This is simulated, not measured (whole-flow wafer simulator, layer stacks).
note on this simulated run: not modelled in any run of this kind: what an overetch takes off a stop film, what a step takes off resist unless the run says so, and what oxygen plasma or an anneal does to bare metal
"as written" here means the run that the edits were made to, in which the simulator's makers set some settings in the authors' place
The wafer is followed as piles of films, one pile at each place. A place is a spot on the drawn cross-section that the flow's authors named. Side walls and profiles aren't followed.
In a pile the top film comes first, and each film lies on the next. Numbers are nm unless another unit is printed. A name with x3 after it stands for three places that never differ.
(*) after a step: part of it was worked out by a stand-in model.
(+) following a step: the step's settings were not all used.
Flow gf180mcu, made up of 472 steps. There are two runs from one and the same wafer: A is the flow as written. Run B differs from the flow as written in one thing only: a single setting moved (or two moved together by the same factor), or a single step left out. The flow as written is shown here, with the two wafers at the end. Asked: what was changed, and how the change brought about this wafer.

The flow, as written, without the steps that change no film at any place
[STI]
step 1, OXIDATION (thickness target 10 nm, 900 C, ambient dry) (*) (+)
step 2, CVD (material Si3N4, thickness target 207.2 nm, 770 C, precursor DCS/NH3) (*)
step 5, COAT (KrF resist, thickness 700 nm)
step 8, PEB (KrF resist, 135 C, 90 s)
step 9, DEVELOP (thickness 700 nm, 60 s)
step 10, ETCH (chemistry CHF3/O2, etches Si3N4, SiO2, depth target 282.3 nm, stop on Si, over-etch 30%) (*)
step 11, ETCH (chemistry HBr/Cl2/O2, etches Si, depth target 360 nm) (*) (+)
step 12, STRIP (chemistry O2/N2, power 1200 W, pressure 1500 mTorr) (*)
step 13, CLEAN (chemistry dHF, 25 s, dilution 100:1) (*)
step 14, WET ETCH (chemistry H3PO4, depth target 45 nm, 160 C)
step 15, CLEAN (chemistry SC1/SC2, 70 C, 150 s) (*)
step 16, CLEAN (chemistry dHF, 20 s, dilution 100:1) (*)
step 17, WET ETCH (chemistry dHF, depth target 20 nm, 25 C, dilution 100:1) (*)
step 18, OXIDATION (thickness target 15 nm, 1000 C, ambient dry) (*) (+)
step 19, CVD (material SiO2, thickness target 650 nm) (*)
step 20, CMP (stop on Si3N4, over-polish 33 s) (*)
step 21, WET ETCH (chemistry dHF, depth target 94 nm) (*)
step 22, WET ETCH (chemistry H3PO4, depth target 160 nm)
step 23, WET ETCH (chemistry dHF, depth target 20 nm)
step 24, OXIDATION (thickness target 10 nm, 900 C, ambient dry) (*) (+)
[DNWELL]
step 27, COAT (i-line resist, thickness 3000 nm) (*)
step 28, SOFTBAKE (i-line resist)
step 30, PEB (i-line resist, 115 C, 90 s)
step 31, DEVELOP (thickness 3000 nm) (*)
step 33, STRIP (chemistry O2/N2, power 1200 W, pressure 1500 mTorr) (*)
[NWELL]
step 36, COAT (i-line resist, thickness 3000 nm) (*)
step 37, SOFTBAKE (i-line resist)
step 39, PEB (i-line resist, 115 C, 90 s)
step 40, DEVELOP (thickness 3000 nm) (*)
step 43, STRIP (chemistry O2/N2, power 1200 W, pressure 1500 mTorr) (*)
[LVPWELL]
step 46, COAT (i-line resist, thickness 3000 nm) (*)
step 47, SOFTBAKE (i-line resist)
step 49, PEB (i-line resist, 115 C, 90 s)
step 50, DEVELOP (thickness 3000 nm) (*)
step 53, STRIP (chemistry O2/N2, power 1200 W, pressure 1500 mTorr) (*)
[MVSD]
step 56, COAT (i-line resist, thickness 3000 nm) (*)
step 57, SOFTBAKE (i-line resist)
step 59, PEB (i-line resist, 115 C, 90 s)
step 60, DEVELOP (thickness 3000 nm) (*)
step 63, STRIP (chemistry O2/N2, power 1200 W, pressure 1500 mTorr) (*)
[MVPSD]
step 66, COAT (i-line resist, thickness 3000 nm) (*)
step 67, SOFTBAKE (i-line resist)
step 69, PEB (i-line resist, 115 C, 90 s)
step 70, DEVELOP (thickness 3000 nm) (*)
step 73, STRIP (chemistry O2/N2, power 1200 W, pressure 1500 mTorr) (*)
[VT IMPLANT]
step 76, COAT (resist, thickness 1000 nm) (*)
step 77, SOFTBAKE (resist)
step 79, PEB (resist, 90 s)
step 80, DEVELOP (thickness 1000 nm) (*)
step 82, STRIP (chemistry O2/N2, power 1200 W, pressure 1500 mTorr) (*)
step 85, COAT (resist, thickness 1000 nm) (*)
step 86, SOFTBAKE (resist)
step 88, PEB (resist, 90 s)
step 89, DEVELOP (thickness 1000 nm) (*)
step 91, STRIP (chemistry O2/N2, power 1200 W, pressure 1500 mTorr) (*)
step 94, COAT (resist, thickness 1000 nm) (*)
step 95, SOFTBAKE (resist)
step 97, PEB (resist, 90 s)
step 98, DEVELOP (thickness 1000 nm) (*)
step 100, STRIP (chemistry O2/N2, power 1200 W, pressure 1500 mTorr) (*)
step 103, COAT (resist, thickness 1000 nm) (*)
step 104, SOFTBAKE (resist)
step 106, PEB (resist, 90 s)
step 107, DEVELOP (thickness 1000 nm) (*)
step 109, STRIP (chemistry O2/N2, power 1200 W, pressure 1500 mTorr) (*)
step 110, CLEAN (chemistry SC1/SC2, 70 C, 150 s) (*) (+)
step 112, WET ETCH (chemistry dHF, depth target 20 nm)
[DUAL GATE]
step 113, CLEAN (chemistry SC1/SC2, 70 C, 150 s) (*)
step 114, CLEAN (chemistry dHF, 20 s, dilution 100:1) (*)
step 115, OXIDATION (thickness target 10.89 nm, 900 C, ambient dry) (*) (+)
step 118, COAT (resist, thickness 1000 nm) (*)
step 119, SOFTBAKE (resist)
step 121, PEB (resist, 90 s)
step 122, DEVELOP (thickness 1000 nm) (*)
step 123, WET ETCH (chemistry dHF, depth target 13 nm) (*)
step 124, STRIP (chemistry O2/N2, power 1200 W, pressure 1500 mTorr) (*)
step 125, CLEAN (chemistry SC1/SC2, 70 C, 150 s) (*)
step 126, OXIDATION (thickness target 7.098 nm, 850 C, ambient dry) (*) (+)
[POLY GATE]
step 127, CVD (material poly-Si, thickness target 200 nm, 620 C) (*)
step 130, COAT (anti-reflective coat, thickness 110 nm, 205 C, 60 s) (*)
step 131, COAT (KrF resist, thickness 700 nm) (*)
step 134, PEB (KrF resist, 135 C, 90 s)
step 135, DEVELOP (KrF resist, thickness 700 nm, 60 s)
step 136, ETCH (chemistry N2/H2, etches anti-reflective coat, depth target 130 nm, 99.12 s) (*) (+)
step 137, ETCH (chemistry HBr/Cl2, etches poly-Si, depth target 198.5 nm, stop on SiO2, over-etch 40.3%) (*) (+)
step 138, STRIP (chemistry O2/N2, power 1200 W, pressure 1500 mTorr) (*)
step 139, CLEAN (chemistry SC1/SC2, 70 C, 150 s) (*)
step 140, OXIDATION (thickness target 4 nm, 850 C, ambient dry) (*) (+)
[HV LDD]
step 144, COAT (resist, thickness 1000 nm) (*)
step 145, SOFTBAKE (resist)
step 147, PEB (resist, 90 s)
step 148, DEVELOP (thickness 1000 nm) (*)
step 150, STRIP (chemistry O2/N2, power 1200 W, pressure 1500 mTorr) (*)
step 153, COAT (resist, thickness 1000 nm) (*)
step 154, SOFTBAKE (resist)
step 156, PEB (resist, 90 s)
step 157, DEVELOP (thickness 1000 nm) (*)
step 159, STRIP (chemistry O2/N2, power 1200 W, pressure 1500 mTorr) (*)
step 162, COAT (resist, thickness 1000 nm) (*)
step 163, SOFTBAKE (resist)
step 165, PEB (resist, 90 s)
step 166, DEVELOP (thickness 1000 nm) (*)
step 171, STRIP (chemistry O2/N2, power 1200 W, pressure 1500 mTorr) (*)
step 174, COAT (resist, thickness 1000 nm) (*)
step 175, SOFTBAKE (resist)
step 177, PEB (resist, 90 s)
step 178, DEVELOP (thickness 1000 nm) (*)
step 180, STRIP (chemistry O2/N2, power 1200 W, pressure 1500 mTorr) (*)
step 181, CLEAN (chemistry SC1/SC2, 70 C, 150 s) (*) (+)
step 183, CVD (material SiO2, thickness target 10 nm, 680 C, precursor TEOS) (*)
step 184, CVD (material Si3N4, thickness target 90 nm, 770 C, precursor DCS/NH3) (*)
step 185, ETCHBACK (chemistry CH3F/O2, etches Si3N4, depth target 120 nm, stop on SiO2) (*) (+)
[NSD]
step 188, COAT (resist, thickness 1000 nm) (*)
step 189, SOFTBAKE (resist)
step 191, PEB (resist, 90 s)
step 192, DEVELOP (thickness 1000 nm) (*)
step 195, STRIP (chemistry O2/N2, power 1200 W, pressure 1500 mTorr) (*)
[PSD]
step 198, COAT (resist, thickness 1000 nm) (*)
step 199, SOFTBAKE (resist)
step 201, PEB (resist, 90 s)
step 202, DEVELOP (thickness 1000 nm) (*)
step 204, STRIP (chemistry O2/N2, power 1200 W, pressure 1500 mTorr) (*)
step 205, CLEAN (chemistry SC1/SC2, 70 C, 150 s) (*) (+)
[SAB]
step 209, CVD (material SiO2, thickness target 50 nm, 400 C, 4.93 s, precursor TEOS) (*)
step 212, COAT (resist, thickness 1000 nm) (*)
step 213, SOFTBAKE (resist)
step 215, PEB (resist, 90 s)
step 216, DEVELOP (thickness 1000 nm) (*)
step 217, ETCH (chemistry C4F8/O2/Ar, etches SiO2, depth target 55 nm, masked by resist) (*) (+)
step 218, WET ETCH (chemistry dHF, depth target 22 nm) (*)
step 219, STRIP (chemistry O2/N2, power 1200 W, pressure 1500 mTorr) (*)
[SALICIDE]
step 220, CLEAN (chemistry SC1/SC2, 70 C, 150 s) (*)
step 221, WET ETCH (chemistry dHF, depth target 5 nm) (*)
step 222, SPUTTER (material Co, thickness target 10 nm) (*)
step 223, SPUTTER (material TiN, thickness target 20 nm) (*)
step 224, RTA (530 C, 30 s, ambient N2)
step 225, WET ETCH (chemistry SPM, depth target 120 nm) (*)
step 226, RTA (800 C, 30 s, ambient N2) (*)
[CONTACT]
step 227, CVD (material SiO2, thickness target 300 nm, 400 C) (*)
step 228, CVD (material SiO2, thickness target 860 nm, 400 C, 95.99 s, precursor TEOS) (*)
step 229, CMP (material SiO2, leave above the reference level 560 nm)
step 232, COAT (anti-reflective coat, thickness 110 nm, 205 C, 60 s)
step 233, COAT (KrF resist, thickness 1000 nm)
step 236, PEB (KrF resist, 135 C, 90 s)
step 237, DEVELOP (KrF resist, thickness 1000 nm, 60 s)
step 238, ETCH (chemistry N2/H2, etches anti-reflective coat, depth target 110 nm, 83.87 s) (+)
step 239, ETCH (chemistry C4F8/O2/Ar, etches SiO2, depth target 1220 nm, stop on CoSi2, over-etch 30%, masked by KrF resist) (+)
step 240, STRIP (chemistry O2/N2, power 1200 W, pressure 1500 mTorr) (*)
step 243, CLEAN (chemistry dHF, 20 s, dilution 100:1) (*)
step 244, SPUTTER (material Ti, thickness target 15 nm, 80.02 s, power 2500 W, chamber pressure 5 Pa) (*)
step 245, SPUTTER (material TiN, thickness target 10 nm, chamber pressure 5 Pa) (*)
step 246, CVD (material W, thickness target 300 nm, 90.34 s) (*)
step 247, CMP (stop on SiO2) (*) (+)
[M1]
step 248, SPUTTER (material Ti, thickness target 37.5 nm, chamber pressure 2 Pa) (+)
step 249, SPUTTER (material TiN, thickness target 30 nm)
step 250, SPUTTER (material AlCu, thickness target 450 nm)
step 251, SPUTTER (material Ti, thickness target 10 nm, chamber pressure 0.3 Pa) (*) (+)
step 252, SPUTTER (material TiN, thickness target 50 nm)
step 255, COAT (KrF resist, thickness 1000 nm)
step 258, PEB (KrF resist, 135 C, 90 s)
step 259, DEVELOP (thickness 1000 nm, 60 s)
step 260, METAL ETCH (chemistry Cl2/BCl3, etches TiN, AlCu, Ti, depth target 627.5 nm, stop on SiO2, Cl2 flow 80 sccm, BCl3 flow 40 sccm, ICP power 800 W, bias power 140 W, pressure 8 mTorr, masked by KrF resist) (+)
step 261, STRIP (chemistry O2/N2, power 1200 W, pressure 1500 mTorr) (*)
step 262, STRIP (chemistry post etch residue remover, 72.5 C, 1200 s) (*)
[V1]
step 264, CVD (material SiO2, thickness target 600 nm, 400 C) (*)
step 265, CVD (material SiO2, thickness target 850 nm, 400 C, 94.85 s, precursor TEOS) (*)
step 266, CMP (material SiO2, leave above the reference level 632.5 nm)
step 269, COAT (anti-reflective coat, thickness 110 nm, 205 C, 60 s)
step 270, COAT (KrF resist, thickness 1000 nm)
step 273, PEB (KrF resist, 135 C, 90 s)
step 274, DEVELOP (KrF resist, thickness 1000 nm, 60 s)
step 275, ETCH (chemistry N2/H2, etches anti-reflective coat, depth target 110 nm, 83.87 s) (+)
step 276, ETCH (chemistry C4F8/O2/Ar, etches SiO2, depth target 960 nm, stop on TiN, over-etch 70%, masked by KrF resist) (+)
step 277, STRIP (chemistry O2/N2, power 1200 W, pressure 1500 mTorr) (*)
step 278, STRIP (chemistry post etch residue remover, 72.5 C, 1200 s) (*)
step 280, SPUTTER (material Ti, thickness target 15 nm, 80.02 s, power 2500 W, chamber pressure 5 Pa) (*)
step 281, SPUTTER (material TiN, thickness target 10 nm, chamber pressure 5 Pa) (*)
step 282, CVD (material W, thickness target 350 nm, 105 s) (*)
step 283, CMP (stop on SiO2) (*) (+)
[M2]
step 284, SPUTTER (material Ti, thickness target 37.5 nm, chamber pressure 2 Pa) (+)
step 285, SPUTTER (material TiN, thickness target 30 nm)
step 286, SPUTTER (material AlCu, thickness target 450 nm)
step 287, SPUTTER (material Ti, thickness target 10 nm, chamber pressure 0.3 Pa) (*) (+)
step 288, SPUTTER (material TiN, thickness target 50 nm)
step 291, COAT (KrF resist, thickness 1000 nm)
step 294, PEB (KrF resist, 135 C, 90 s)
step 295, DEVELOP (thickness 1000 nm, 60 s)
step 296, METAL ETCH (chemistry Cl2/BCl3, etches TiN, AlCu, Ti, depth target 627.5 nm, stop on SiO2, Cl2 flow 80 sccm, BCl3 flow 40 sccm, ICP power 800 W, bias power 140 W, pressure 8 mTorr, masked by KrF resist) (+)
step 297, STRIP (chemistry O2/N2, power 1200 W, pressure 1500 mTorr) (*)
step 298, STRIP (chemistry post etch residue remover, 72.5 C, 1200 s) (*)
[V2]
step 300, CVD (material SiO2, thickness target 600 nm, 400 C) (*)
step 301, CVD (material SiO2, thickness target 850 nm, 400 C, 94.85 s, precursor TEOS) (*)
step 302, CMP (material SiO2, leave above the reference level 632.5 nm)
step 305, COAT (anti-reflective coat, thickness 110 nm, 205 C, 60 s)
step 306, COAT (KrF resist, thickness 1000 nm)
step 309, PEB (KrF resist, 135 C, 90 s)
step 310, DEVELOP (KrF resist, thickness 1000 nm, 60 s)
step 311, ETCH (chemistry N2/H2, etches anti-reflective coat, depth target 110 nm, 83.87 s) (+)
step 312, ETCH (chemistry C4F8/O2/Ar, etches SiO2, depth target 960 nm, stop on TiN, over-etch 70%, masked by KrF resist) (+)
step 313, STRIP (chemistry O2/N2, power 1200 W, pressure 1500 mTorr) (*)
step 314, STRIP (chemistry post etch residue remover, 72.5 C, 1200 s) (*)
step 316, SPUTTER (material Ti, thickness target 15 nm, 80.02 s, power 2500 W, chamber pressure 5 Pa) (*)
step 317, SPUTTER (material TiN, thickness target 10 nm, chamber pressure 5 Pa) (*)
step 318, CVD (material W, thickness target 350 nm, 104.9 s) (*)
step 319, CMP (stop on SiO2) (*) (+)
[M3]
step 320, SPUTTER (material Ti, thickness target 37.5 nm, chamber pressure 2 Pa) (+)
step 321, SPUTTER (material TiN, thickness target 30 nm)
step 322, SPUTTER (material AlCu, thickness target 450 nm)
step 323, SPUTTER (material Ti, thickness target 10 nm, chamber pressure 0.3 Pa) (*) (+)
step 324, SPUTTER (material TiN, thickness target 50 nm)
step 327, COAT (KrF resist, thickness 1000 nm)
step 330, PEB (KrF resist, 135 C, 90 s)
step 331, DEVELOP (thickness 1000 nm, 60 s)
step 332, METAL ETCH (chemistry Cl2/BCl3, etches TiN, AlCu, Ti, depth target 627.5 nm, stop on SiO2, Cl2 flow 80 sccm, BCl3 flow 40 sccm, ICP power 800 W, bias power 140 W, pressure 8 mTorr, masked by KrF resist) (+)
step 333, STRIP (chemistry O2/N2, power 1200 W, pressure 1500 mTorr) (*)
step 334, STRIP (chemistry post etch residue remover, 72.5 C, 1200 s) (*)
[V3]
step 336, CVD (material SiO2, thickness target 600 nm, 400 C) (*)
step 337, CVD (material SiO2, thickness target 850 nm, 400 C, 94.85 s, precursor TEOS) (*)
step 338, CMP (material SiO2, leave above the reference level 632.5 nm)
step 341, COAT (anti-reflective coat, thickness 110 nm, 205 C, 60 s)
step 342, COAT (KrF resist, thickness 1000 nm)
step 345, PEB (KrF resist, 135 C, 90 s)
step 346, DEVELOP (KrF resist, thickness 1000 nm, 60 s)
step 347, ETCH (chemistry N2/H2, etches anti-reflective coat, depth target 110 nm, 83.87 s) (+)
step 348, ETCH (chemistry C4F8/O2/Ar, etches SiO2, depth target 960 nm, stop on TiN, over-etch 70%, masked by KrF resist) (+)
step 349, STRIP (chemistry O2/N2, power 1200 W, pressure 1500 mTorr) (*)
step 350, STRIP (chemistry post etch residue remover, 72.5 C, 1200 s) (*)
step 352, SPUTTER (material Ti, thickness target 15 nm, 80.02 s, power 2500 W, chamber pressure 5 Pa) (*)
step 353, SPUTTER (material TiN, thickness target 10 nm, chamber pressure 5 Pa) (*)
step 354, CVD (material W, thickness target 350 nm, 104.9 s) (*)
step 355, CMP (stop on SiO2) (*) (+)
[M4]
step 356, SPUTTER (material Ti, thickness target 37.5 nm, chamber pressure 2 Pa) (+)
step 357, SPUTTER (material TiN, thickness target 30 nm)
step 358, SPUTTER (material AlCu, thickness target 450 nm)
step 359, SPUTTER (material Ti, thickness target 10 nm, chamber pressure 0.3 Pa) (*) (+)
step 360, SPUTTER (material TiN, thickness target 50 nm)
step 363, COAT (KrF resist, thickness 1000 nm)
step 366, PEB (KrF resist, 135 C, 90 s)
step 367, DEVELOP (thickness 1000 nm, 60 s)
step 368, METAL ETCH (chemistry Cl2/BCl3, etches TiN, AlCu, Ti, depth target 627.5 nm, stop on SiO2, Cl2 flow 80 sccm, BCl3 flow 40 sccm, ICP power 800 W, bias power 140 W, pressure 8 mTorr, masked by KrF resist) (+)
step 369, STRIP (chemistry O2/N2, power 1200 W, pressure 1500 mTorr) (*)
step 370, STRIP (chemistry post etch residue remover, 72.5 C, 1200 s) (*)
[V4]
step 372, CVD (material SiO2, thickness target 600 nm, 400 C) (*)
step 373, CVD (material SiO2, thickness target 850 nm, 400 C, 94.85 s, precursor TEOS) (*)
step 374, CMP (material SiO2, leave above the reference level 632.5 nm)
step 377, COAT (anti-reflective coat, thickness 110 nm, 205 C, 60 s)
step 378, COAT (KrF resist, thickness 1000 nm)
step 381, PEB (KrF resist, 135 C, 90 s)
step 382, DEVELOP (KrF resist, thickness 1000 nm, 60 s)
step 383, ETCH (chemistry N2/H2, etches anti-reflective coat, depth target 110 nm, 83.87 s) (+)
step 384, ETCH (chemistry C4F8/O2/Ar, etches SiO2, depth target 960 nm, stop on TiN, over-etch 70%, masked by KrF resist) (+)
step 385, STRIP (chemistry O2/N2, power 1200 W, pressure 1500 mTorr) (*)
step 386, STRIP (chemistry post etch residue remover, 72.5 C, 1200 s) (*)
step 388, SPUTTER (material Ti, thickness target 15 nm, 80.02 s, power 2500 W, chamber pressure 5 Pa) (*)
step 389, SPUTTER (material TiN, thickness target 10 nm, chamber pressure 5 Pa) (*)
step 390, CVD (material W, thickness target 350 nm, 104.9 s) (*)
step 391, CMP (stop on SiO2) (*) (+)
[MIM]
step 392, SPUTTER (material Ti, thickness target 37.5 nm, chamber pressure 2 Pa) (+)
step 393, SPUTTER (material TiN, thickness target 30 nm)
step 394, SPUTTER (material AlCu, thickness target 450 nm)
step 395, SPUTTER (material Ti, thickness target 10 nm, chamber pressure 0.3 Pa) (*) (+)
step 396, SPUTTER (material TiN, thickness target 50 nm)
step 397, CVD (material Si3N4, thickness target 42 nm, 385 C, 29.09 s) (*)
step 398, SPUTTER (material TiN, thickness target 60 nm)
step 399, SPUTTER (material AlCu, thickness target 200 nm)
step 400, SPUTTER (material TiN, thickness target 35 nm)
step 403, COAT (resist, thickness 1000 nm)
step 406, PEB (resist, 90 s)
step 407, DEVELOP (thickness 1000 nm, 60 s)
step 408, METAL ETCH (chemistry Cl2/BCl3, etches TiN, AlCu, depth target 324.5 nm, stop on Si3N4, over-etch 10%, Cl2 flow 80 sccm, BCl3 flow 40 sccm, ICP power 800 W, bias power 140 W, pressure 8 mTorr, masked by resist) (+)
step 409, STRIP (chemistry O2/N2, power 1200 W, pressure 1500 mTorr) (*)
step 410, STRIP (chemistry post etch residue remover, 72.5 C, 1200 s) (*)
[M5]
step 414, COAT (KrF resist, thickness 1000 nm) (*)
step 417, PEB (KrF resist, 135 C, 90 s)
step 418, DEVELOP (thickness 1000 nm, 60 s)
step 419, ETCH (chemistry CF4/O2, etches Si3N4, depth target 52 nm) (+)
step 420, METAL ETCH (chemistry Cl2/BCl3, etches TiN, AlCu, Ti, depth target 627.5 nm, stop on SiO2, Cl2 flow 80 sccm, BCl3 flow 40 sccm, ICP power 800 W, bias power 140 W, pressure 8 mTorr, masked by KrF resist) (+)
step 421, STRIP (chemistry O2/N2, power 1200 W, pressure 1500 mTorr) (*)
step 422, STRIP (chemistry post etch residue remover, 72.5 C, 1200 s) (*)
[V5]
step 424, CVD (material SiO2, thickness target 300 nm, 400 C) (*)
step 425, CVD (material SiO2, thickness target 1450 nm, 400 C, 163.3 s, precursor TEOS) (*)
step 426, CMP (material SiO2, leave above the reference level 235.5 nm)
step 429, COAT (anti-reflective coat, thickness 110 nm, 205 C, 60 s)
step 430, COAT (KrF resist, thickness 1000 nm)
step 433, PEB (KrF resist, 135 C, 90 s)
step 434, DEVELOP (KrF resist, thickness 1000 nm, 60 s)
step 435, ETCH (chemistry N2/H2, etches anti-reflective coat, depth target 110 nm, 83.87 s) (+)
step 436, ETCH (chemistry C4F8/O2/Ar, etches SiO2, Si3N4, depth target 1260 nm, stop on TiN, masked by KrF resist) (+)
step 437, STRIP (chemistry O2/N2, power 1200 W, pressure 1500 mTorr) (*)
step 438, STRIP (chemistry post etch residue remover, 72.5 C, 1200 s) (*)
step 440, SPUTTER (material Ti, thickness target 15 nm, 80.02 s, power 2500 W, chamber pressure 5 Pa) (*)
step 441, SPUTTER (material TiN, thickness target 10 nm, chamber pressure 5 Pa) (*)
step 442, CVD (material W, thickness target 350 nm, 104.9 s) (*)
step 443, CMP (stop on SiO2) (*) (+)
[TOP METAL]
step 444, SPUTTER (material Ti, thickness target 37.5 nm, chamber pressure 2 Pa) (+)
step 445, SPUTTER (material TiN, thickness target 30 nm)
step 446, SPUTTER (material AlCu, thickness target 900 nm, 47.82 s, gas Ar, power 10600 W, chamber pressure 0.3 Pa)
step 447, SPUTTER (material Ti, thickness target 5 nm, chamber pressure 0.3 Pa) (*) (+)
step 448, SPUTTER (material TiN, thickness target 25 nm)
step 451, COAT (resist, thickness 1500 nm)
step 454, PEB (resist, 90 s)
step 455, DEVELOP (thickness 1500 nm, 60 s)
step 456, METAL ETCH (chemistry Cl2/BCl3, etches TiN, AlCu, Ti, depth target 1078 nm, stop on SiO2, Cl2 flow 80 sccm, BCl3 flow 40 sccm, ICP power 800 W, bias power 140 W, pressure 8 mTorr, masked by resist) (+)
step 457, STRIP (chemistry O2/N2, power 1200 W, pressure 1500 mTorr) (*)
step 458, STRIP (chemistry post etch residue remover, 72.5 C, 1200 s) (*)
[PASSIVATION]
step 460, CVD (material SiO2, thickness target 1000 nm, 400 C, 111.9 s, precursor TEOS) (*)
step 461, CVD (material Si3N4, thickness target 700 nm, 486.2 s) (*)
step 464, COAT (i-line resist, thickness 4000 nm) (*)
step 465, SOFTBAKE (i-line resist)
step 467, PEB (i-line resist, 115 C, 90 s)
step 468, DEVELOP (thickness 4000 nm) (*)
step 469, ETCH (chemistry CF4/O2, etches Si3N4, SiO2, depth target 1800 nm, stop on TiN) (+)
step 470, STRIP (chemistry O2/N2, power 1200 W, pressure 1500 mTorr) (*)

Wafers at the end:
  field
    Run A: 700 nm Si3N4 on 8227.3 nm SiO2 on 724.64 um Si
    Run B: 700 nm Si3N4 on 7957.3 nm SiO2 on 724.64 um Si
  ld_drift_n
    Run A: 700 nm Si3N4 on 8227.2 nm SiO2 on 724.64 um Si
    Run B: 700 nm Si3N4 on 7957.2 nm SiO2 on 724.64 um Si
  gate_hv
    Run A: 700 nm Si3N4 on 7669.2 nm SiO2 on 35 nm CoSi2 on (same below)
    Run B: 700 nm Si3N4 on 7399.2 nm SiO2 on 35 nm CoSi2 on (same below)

What caused this: step 250, SPUTTER: thickness target 180 nm was run, while the flow as written has thickness target 450 nm.

Step by step, how the change led to this:
  step 250, SPUTTER (material AlCu, thickness target 450 nm)
      field, field__w1, field__w2 and 108 more: A +450 AlCu (new film) | B +180 AlCu (new film)
  step 260, METAL ETCH (chemistry Cl2/BCl3, etches TiN, AlCu, Ti, depth target 627.5 nm, stop on SiO2, Cl2 flow 80 sccm, BCl3 flow 40 sccm, ICP power 800 W, bias power 140 W, pressure 8 mTorr, masked by KrF resist) (+)
      field, field__w1, field__w2 and 99 more: A -50 TiN (all of it), -10 Ti (all of it), -450 AlCu (all of it), -30 TiN (all of it), -37.5 Ti (all of it) | B -50 TiN (all of it), -10 Ti (all of it), -180 AlCu (all of it), -30 TiN (all of it), -37.5 Ti (all of it)
      field__w8, contact, m1 and 6 more: A -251 KrF resist | B -184.5 KrF resist
  step 261, STRIP (chemistry O2/N2, power 1200 W, pressure 1500 mTorr) (*)
      field__w8, contact, m1 and 6 more: A -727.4 KrF resist (all of it) | B -793.9 KrF resist (all of it)
  step 266, CMP (material SiO2, leave above the reference level 632.5 nm)
      field, field__w1, field__w2 and 99 more: A -300 SiO2 | B -570 SiO2
